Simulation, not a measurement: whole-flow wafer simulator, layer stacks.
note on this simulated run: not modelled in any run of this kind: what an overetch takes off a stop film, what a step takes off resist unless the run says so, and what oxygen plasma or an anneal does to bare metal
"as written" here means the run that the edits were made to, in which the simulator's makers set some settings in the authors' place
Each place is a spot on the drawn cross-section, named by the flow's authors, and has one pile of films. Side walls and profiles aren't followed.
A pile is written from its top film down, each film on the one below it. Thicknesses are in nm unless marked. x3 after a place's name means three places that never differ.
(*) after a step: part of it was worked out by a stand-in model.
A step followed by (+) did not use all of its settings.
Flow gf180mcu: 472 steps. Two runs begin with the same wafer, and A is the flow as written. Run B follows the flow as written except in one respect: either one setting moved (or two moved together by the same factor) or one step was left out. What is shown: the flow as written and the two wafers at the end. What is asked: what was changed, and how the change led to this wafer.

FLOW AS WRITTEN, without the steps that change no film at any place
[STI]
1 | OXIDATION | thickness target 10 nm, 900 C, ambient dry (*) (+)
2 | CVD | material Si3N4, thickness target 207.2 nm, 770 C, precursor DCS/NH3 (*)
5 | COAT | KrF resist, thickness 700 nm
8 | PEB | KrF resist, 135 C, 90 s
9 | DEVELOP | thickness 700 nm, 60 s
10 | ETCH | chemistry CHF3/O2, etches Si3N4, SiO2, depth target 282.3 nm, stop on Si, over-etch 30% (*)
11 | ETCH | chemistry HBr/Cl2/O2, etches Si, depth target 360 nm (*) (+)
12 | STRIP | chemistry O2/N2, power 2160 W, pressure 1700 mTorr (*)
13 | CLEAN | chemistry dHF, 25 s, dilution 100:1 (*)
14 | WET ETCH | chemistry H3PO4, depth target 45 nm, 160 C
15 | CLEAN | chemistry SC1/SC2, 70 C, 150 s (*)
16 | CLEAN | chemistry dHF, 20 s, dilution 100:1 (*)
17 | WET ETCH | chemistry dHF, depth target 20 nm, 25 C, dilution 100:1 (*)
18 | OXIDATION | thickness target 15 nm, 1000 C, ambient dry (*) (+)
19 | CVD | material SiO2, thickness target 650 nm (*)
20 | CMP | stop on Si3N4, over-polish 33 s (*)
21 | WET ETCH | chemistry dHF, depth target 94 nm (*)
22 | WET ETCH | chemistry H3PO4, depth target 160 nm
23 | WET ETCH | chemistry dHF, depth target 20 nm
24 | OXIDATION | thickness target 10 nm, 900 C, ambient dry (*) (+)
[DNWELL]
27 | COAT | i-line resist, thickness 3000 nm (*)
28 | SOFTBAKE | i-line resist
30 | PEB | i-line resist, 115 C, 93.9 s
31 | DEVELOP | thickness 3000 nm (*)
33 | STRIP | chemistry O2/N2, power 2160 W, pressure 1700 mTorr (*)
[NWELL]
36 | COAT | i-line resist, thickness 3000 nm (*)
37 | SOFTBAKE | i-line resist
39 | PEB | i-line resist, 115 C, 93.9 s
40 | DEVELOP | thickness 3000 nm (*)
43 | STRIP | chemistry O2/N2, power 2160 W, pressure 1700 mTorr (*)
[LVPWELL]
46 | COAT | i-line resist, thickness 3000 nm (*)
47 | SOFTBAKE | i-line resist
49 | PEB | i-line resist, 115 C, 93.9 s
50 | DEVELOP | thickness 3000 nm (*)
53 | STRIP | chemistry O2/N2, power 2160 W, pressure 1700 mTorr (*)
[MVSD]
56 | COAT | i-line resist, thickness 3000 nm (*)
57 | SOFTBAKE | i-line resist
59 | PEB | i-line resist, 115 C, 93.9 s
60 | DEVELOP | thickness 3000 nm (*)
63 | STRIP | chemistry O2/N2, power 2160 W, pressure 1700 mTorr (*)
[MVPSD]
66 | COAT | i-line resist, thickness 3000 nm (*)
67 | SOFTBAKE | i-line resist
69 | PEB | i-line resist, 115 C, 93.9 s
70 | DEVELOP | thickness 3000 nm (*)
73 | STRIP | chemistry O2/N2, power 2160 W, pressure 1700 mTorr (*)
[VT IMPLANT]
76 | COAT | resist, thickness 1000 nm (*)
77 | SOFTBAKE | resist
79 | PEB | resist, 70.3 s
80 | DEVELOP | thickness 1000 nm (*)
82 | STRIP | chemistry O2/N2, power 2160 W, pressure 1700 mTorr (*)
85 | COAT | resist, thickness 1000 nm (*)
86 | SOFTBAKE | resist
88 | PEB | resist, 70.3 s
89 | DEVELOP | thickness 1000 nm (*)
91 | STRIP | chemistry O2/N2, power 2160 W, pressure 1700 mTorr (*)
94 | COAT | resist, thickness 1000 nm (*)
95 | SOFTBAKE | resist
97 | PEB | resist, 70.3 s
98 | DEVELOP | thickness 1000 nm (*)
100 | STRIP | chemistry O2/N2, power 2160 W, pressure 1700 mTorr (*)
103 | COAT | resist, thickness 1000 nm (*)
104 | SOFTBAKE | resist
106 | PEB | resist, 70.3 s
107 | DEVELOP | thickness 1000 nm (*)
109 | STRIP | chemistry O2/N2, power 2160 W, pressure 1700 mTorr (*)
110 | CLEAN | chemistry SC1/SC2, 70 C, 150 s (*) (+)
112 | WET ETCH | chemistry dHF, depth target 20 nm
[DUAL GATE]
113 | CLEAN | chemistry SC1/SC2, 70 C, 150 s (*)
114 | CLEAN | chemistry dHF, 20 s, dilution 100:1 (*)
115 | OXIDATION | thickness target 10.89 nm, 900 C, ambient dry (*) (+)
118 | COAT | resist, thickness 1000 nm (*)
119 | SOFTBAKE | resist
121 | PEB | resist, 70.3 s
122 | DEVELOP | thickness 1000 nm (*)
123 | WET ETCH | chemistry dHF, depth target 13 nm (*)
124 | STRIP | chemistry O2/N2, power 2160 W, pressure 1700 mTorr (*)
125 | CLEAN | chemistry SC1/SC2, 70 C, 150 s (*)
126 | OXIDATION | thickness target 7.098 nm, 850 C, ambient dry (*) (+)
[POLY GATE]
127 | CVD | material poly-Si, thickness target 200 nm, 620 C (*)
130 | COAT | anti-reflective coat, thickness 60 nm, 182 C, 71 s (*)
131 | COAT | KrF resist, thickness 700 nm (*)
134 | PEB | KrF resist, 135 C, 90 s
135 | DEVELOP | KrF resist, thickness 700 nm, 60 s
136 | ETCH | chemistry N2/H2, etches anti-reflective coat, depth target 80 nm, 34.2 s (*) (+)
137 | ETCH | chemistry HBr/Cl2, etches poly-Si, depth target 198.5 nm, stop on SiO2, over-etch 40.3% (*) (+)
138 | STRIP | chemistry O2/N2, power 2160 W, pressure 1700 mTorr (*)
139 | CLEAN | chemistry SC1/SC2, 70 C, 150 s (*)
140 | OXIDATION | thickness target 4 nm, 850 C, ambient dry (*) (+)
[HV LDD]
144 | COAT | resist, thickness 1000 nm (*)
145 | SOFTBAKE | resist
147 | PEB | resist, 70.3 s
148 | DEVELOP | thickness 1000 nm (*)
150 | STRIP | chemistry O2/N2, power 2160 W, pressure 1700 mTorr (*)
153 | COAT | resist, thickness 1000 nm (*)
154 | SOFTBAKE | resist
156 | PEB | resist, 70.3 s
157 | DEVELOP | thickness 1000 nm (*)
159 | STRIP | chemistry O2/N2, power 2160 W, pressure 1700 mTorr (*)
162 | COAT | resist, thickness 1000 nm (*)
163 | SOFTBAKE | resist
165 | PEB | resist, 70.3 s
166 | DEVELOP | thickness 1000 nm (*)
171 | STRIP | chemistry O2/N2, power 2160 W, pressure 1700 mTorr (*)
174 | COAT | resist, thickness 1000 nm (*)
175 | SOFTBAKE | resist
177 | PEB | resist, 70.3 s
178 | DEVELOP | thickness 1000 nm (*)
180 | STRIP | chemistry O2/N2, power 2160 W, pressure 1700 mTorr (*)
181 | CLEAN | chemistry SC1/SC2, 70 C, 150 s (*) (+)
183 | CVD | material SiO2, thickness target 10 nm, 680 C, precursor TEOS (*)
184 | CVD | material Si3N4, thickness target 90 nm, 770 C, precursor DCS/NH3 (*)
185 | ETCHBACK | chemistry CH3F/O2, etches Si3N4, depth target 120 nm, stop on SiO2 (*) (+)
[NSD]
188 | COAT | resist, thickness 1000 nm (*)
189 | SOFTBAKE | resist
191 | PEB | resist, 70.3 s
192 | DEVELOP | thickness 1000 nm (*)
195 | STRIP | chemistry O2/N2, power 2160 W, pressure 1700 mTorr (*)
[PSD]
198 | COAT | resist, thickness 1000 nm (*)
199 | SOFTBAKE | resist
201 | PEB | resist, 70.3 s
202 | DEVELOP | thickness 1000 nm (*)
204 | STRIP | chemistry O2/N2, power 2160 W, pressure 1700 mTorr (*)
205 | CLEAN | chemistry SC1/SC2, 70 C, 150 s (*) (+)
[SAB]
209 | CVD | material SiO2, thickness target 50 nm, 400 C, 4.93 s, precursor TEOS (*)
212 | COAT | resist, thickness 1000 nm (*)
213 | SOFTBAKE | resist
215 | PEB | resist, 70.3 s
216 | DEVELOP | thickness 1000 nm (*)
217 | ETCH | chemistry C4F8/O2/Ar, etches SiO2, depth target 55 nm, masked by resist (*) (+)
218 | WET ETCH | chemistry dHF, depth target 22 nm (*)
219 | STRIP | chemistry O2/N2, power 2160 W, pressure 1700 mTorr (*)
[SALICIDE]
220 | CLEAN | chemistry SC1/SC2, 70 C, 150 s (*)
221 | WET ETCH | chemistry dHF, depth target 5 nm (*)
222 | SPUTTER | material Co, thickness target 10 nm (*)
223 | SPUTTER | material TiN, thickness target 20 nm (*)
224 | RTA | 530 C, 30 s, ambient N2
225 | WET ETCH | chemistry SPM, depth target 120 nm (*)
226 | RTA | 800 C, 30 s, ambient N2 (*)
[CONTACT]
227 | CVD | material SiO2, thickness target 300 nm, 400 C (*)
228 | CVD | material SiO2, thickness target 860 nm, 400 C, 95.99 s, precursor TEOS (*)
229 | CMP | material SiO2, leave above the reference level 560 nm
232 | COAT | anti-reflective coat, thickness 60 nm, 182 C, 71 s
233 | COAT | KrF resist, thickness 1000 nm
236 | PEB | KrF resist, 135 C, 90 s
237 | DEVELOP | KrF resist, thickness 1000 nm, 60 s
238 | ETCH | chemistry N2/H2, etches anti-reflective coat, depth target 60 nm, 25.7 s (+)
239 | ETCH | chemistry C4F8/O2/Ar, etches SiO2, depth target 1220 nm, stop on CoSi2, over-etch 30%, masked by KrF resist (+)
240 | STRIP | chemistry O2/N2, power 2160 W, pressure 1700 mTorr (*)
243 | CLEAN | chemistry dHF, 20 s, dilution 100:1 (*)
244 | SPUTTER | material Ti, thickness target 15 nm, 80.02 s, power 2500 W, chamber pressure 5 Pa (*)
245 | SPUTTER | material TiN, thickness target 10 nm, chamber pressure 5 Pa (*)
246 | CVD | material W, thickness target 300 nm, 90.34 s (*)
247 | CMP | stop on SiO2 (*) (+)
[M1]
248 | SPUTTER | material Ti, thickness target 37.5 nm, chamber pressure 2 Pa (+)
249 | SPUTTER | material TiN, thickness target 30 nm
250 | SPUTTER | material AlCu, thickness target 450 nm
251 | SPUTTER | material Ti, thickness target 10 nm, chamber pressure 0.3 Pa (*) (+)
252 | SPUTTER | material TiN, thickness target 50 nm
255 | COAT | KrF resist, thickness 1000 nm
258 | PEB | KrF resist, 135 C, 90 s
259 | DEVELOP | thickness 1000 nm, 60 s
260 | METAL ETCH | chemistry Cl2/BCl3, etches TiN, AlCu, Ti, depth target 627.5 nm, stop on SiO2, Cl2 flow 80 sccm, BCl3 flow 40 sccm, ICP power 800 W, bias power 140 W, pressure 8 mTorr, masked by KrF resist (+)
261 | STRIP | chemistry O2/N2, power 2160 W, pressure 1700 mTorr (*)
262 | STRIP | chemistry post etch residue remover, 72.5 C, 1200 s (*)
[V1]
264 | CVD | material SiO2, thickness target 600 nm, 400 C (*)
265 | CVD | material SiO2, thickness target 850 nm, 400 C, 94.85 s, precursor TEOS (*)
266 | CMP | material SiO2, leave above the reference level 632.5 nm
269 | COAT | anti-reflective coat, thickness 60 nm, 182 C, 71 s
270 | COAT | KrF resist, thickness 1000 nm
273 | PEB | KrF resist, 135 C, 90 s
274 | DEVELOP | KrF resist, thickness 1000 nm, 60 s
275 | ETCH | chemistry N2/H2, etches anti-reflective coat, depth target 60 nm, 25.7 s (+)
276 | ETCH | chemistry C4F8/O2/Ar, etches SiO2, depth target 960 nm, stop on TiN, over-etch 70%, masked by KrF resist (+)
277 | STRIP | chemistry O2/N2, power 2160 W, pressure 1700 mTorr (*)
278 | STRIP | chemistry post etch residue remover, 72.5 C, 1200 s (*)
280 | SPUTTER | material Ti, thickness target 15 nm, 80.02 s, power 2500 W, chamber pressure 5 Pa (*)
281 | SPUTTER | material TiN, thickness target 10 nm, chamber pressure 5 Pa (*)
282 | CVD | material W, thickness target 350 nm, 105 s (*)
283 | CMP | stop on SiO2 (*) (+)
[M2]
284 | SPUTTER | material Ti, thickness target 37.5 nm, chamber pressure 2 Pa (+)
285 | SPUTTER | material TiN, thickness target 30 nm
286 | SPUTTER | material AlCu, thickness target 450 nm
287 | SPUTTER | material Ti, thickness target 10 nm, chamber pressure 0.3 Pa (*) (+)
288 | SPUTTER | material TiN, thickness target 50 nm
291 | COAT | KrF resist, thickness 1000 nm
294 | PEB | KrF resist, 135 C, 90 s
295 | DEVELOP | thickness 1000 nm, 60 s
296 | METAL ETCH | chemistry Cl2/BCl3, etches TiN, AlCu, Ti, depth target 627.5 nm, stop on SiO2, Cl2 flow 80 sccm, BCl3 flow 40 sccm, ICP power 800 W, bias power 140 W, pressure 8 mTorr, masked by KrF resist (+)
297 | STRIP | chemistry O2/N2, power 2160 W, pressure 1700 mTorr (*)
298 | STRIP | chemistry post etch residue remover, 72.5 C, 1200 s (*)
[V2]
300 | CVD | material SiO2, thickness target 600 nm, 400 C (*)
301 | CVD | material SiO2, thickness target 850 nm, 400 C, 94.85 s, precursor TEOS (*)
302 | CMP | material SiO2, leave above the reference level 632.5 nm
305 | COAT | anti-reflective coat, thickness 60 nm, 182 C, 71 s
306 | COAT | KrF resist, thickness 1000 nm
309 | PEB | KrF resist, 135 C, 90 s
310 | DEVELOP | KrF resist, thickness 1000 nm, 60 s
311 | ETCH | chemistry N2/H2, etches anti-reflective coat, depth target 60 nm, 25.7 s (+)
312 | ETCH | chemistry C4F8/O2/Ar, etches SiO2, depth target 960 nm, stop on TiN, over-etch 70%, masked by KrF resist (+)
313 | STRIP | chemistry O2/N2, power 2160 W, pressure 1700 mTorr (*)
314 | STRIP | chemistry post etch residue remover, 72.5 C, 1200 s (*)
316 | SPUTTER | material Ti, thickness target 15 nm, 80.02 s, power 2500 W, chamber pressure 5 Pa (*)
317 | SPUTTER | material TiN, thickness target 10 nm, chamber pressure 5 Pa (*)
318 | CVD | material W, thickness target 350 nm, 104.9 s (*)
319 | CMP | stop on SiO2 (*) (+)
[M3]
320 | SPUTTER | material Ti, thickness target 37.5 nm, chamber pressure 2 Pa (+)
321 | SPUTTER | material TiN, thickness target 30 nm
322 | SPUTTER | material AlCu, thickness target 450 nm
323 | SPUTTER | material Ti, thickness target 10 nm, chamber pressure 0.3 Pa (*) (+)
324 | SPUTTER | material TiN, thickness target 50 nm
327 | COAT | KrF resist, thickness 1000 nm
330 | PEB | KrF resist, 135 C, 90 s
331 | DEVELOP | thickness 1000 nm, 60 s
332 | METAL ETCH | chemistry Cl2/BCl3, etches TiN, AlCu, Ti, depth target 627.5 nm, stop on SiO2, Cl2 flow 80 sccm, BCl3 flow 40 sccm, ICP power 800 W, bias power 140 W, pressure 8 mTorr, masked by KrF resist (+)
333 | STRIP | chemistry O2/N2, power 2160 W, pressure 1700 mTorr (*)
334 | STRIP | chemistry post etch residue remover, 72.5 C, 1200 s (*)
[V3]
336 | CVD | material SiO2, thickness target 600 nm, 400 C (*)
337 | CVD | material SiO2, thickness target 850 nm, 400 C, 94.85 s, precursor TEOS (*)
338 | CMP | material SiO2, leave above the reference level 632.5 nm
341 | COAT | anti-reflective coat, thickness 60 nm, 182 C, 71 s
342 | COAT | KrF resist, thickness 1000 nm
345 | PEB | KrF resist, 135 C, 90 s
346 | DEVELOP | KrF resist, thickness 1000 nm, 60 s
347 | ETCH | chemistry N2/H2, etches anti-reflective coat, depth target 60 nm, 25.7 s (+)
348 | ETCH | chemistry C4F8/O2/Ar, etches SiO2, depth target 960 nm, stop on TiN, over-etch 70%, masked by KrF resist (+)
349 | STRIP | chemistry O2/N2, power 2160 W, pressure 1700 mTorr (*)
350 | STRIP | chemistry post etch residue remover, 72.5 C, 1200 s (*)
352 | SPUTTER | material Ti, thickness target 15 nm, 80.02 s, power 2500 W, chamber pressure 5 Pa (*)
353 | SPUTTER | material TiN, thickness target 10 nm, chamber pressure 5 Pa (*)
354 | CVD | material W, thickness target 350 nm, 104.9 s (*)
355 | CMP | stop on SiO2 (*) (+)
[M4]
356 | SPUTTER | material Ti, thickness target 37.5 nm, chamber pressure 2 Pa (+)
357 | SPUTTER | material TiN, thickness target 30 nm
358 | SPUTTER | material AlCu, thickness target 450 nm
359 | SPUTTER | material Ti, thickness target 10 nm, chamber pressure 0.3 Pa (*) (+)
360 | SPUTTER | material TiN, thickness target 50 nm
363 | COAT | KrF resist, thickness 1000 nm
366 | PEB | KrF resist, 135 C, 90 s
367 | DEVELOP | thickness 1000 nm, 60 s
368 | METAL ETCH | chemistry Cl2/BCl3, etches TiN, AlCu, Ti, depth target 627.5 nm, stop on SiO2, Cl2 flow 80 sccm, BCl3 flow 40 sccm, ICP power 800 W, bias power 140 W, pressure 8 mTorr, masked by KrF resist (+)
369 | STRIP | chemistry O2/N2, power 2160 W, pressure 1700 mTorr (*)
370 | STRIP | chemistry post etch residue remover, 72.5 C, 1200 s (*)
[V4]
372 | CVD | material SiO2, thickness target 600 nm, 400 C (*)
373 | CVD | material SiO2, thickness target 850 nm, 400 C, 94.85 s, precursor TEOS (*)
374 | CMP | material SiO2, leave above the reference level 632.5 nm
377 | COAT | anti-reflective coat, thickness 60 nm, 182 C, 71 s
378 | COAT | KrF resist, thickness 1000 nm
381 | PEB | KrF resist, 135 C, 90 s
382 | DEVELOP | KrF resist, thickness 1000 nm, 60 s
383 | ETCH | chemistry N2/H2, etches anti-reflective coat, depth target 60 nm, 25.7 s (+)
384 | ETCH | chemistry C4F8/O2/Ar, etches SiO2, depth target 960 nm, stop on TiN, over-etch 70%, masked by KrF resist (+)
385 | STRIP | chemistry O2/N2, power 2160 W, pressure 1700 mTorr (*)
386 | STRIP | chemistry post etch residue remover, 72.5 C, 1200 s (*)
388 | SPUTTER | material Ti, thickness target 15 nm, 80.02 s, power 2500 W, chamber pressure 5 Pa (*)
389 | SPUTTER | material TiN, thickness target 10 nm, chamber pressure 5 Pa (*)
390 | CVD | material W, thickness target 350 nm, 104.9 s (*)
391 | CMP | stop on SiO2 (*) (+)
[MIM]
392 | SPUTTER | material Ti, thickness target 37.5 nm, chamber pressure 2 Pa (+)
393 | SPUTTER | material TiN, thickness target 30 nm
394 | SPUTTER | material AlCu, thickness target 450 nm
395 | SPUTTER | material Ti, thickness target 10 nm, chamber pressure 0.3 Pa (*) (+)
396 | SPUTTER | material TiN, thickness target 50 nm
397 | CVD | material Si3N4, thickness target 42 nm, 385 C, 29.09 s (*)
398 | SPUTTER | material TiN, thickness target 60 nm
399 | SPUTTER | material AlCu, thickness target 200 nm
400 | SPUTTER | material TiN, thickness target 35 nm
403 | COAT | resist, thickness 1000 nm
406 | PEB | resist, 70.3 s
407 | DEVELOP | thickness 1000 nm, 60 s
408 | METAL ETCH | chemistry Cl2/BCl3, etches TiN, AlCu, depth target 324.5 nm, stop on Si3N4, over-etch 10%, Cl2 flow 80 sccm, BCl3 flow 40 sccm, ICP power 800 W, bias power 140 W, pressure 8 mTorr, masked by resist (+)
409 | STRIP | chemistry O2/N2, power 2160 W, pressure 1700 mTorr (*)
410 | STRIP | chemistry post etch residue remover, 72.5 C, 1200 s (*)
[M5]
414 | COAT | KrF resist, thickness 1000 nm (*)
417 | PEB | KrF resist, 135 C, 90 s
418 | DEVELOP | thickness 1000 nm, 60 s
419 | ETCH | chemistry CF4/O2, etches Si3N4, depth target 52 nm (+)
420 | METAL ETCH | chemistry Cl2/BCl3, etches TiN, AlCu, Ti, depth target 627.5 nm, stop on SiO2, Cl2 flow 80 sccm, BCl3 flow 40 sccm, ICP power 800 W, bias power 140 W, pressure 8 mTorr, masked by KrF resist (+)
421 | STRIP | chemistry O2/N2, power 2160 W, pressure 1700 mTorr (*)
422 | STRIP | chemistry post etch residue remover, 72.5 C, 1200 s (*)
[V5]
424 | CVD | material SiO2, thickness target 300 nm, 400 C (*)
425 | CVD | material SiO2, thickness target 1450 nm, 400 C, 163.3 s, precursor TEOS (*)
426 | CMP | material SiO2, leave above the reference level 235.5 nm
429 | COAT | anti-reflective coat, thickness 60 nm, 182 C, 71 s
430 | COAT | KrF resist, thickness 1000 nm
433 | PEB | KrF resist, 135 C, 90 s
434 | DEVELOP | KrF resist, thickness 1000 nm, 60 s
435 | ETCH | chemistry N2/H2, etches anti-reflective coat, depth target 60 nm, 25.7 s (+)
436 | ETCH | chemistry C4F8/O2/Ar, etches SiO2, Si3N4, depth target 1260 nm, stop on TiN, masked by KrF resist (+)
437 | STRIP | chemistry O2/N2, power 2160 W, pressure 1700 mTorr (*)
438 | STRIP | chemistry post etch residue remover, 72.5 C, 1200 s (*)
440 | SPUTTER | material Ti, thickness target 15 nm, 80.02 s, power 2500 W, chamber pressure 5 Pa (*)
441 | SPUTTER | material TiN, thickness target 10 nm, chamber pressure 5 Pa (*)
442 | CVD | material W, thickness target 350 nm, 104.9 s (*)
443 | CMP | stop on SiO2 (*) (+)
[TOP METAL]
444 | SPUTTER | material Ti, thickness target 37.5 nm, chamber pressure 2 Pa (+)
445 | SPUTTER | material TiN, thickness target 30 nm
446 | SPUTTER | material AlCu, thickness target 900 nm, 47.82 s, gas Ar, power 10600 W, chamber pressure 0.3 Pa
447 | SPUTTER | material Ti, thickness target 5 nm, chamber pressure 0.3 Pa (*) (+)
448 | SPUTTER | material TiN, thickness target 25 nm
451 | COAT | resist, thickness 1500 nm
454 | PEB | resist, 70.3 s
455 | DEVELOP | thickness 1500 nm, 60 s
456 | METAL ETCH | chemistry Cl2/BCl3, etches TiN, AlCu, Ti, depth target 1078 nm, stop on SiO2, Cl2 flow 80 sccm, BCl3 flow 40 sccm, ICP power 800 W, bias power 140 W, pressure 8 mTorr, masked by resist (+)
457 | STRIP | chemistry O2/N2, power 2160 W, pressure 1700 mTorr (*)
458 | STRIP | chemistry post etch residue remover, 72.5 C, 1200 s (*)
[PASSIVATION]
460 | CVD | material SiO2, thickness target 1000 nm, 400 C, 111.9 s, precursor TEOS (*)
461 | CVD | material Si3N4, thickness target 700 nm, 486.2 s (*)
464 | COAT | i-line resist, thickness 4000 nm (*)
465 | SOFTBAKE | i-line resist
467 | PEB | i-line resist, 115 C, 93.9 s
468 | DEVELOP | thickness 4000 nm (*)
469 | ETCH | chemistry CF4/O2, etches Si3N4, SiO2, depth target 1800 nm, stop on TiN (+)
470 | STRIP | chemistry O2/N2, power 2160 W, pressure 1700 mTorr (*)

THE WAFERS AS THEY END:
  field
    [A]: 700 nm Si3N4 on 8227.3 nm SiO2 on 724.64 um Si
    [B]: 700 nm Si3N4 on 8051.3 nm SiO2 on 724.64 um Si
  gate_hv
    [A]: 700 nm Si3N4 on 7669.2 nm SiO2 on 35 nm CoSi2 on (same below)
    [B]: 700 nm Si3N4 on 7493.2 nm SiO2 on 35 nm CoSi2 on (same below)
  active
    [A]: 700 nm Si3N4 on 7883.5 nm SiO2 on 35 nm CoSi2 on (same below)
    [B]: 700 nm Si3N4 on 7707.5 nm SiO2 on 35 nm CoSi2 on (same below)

The reason: step 250, SPUTTER: thickness target 274 nm was run, while the flow as written has thickness target 450 nm.

The path from the change to this, step by step:
  250 | SPUTTER | material AlCu, thickness target 450 nm
      field, field__w1, field__w2 and 108 more: A +450 AlCu (new film) | B +274 AlCu (new film)
  260 | METAL ETCH | chemistry Cl2/BCl3, etches TiN, AlCu, Ti, depth target 627.5 nm, stop on SiO2, Cl2 flow 80 sccm, BCl3 flow 40 sccm, ICP power 800 W, bias power 140 W, pressure 8 mTorr, masked by KrF resist (+)
      field, field__w1, field__w2 and 99 more: A -50 TiN (all of it), -10 Ti (all of it), -450 AlCu (all of it), -30 TiN (all of it), -37.5 Ti (all of it) | B -50 TiN (all of it), -10 Ti (all of it), -274 AlCu (all of it), -30 TiN (all of it), -37.5 Ti (all of it)
      field__w8, contact, m1 and 6 more: A -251 KrF resist | B -240.9 KrF resist
  266 | CMP | material SiO2, leave above the reference level 632.5 nm
      field, field__w1, field__w2 and 99 more: A -300 SiO2 | B -476 SiO2
